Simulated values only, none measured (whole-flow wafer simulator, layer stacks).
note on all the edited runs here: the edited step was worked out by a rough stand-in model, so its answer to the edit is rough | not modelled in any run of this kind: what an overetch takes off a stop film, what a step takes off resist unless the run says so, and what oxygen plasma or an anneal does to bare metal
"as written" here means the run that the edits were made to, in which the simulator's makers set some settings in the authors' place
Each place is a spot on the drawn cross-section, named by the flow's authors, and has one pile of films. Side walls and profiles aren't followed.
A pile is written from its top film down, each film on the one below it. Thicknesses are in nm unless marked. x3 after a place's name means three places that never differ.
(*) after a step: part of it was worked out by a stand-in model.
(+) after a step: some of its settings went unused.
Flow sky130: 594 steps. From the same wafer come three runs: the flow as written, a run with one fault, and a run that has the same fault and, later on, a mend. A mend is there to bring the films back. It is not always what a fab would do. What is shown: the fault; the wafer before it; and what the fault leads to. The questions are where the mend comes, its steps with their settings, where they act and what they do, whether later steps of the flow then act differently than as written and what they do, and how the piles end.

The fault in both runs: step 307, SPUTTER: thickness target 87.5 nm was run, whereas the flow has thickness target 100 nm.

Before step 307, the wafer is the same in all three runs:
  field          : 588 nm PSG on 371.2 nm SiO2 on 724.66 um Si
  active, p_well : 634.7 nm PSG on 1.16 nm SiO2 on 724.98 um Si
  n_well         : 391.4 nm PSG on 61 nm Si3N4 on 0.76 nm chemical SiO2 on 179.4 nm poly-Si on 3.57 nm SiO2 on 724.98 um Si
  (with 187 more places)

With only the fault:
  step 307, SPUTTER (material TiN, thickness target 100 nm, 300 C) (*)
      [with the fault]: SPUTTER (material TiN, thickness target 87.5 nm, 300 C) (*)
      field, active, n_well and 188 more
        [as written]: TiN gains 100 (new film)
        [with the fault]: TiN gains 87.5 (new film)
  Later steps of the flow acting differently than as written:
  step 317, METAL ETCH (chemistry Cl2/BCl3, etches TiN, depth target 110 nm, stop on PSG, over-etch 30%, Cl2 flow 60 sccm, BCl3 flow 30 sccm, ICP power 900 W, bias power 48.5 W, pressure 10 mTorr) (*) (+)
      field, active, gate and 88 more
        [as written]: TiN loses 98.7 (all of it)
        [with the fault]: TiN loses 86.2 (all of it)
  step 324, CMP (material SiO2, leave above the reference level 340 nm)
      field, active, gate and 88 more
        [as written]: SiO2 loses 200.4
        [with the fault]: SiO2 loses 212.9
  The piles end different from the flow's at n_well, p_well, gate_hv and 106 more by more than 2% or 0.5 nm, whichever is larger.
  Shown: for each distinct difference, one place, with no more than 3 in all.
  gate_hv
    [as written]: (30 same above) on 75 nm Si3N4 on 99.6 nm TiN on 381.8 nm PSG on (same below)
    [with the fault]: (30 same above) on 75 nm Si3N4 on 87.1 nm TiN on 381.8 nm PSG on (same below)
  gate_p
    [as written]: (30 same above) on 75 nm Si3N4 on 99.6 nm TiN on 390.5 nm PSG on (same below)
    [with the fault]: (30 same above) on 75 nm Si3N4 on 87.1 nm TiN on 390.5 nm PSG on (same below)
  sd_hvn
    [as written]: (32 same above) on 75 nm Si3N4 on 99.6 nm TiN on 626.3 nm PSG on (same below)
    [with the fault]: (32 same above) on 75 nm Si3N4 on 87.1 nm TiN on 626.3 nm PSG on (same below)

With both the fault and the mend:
  The mend follows step 307.
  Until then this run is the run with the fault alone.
  step 307a, SPUTTER (material TiN, thickness target 12.5 nm, 300 C) (*) (the flow's step 307, run once more with other settings)
      field, active, n_well and 188 more
        TiN gains 12.5
  Every later step of the flow that is run acts as written, at every place that is followed, to within 2% or 0.5 nm, whichever is larger.
  By the end, the piles equal the flow's at every place that both follow.
